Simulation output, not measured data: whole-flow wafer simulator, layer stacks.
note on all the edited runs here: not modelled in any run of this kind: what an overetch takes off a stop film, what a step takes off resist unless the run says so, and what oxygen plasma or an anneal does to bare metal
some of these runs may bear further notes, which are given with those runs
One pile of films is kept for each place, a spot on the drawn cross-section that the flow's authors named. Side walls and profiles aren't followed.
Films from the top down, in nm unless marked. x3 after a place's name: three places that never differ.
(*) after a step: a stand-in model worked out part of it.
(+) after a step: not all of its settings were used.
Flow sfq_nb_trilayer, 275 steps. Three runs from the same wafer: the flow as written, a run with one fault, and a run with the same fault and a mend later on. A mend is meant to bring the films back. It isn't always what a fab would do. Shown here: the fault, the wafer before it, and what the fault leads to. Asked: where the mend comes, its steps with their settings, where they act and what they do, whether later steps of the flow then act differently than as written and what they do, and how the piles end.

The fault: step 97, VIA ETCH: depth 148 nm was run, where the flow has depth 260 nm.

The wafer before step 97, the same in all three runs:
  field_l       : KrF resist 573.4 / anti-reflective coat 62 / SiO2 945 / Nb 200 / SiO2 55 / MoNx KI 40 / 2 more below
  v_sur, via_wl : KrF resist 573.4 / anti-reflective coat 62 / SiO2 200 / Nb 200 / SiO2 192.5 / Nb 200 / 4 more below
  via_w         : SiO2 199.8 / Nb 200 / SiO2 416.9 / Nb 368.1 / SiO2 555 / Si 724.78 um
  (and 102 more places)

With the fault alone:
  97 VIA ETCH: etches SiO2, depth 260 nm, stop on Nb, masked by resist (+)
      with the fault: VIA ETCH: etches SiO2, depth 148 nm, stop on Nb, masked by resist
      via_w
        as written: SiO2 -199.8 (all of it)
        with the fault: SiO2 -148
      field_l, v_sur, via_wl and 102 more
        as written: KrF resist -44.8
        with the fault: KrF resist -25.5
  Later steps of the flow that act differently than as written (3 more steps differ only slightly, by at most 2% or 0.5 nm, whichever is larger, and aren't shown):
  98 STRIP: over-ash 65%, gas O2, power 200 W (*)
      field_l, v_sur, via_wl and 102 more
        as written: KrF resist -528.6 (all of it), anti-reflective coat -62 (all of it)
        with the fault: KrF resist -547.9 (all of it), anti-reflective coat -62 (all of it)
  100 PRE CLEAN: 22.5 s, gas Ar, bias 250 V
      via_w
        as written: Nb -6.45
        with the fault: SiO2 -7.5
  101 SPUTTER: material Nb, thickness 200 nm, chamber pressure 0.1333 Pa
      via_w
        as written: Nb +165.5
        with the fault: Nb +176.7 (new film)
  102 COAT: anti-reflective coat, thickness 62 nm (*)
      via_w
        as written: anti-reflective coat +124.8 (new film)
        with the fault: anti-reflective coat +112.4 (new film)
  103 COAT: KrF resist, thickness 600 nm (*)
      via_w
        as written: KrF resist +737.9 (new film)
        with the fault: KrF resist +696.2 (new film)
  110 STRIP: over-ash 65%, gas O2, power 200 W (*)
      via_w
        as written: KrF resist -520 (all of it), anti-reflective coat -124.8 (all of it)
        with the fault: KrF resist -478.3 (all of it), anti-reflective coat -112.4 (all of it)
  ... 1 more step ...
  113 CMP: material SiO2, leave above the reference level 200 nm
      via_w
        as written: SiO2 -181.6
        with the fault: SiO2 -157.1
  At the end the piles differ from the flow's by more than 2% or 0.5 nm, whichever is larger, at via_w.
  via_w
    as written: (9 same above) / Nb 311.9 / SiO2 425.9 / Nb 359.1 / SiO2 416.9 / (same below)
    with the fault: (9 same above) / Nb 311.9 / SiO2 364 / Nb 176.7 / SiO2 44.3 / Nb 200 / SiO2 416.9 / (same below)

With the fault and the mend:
  The mend comes after step 97.
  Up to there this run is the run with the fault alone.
  97a VIA ETCH: etches SiO2, depth 112 nm, stop on Nb, masked by resist (+) (the flow's step 97 once more, with other settings)
      field_l, v_sur, via_wl and 102 more
        KrF resist -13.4
      via_w
        SiO2 -51.8 (all of it)
  No later step of the flow acts differently than as written, at any place that is followed, by more than 2% or 0.5 nm, whichever is larger.
  At the end the piles are the same as the flow's at every place that both follow.
